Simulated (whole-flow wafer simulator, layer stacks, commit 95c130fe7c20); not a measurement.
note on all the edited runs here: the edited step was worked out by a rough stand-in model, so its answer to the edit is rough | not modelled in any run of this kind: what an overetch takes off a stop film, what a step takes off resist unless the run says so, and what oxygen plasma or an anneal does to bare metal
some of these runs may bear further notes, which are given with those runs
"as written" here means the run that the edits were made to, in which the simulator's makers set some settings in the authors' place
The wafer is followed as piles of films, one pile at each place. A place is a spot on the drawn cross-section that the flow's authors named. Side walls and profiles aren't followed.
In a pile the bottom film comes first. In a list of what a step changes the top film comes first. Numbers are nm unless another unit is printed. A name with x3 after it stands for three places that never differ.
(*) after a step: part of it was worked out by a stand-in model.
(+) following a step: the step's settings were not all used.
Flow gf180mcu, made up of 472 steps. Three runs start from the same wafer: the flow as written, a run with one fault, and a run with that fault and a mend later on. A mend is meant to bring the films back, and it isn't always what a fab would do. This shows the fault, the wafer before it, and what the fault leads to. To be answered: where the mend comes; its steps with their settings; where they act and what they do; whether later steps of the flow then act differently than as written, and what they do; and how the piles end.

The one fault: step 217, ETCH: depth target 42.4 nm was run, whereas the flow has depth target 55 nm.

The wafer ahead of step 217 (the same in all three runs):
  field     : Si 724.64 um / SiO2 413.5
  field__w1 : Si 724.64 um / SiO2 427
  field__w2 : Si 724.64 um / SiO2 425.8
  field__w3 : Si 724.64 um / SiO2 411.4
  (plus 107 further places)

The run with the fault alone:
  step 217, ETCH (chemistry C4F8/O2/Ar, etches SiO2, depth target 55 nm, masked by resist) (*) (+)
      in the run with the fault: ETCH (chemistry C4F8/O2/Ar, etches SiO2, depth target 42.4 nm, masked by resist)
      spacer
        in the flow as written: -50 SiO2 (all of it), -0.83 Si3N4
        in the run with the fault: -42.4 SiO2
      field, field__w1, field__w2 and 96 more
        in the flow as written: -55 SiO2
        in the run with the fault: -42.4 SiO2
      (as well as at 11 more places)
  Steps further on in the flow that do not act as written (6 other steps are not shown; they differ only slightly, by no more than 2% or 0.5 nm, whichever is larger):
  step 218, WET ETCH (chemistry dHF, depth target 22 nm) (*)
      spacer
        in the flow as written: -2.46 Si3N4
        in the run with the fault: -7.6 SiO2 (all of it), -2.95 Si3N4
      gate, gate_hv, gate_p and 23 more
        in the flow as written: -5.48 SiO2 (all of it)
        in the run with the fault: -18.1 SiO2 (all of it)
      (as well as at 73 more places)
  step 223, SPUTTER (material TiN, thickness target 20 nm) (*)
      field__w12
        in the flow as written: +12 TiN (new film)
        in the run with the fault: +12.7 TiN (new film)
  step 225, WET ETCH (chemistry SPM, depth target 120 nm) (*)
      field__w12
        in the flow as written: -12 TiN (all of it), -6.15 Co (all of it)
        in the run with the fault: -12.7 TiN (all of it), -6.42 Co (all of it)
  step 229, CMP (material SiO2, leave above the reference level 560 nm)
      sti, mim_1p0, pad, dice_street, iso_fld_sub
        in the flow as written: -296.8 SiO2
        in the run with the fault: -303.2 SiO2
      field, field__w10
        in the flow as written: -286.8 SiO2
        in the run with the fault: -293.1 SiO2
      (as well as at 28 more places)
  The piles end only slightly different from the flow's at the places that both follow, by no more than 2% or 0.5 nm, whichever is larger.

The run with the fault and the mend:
  The mend follows step 217.
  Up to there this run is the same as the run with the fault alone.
  step 217a, ETCH (chemistry C4F8/O2/Ar, etches SiO2, depth target 12.6 nm, masked by resist) (*) (+) (a further turn of the flow's step 217, with different settings)
      field, field__w1, field__w2 and 96 more
        -12.6 SiO2
      field__w5, field__w9, field__w13 and 8 more
        -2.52 resist
      spacer
        -7.6 SiO2 (all of it), -0.83 Si3N4
  Every later step of the flow that is run acts as written at every place that is followed.
  The piles end the same as the flow's at every place that both follow.
